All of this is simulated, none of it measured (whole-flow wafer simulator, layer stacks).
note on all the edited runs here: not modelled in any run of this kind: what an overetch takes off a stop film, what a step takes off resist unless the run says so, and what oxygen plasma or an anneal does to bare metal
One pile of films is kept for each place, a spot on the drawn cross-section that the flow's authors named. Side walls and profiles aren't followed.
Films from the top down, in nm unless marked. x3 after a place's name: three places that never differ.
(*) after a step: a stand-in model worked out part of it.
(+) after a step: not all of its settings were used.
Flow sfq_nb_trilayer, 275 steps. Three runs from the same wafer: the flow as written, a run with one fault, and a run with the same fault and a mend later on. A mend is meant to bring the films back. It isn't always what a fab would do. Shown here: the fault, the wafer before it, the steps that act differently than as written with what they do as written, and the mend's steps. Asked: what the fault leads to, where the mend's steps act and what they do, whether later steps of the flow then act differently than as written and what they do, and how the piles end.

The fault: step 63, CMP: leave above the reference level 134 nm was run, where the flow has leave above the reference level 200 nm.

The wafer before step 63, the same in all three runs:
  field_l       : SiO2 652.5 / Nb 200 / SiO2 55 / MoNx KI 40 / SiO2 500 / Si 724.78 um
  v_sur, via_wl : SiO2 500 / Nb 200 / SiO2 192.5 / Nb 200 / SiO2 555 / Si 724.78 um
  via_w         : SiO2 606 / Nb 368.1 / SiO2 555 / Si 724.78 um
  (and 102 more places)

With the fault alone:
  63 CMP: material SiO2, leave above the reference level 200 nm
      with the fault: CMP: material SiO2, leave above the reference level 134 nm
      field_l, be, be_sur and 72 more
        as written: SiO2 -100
        with the fault: SiO2 -166
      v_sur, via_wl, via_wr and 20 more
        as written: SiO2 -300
        with the fault: SiO2 -366
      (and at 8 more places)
  Later steps of the flow that act differently than as written (4 more steps differ only slightly, by at most 2% or 0.5 nm, whichever is larger, and aren't shown):
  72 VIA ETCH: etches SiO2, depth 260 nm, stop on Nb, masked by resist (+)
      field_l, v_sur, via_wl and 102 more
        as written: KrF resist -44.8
        with the fault: KrF resist -34.6
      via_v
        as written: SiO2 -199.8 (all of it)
        with the fault: SiO2 -133.8 (all of it)
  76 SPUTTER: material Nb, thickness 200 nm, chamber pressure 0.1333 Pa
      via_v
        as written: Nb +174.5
        with the fault: Nb +187.9
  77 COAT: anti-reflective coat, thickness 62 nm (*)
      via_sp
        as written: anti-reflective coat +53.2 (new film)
        with the fault: anti-reflective coat +54.5 (new film)
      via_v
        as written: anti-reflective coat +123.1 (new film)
        with the fault: anti-reflective coat +108.2 (new film)
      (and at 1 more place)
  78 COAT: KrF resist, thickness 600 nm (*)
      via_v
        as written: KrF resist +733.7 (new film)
        with the fault: KrF resist +679.9 (new film)
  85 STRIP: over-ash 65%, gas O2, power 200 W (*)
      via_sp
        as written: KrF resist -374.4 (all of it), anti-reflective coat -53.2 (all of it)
        with the fault: KrF resist -378.8 (all of it), anti-reflective coat -54.5 (all of it)
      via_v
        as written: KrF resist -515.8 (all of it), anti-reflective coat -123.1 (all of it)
        with the fault: KrF resist -462.1 (all of it), anti-reflective coat -108.2 (all of it)
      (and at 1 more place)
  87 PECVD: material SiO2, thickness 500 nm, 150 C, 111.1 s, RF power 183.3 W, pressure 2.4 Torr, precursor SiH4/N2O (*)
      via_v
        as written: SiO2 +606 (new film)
        with the fault: SiO2 +502.2 (new film)
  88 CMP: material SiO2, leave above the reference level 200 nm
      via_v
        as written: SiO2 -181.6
        with the fault: SiO2 -157.1
  At the end the piles differ from the flow's by more than 2% or 0.5 nm, whichever is larger, at field_l, v_sur, via_wl and 102 more.
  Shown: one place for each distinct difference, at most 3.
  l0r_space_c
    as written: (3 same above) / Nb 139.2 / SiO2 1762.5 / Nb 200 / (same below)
    with the fault: (3 same above) / Nb 139.2 / SiO2 1696.5 / Nb 200 / (same below)
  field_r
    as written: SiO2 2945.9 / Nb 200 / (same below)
    with the fault: SiO2 2879.9 / Nb 200 / (same below)
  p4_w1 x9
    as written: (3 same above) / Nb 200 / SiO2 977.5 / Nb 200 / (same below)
    with the fault: (3 same above) / Nb 200 / SiO2 911.5 / Nb 200 / (same below)

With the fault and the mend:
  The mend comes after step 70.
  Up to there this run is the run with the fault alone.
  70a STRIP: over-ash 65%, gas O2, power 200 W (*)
      field_l, v_sur, via_wl and 102 more
        KrF resist -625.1 (all of it), anti-reflective coat -62 (all of it)
      via_v
        anti-reflective coat -62 (all of it)
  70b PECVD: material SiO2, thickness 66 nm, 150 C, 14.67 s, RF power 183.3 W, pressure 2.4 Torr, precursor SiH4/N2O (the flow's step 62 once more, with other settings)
      field_l, v_sur, via_wl and 103 more
        SiO2 +66
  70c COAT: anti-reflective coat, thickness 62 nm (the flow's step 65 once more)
      field_l, v_sur, via_wl and 103 more
        anti-reflective coat +62 (new film)
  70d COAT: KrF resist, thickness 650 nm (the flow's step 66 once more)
      field_l, v_sur, via_wl and 103 more
        KrF resist +650 (new film)
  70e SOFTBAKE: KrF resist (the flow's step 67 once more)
      changes no film at any place that is followed
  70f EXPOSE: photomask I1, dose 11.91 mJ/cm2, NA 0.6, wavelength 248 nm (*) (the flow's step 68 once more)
      changes no film at any place that is followed
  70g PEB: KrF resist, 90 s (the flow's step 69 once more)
      field_l, v_sur, via_wl and 103 more
        KrF resist -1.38
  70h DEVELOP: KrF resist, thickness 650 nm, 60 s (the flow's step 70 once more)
      field_l, v_sur, via_wl and 102 more
        KrF resist -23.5
      via_v
        KrF resist -648.6 (all of it)
  No later step of the flow acts differently than as written, at any place that is followed, by more than 2% or 0.5 nm, whichever is larger.
  At the end the piles differ from the flow's only slightly at the places that both follow, by at most 2% or 0.5 nm, whichever is larger.
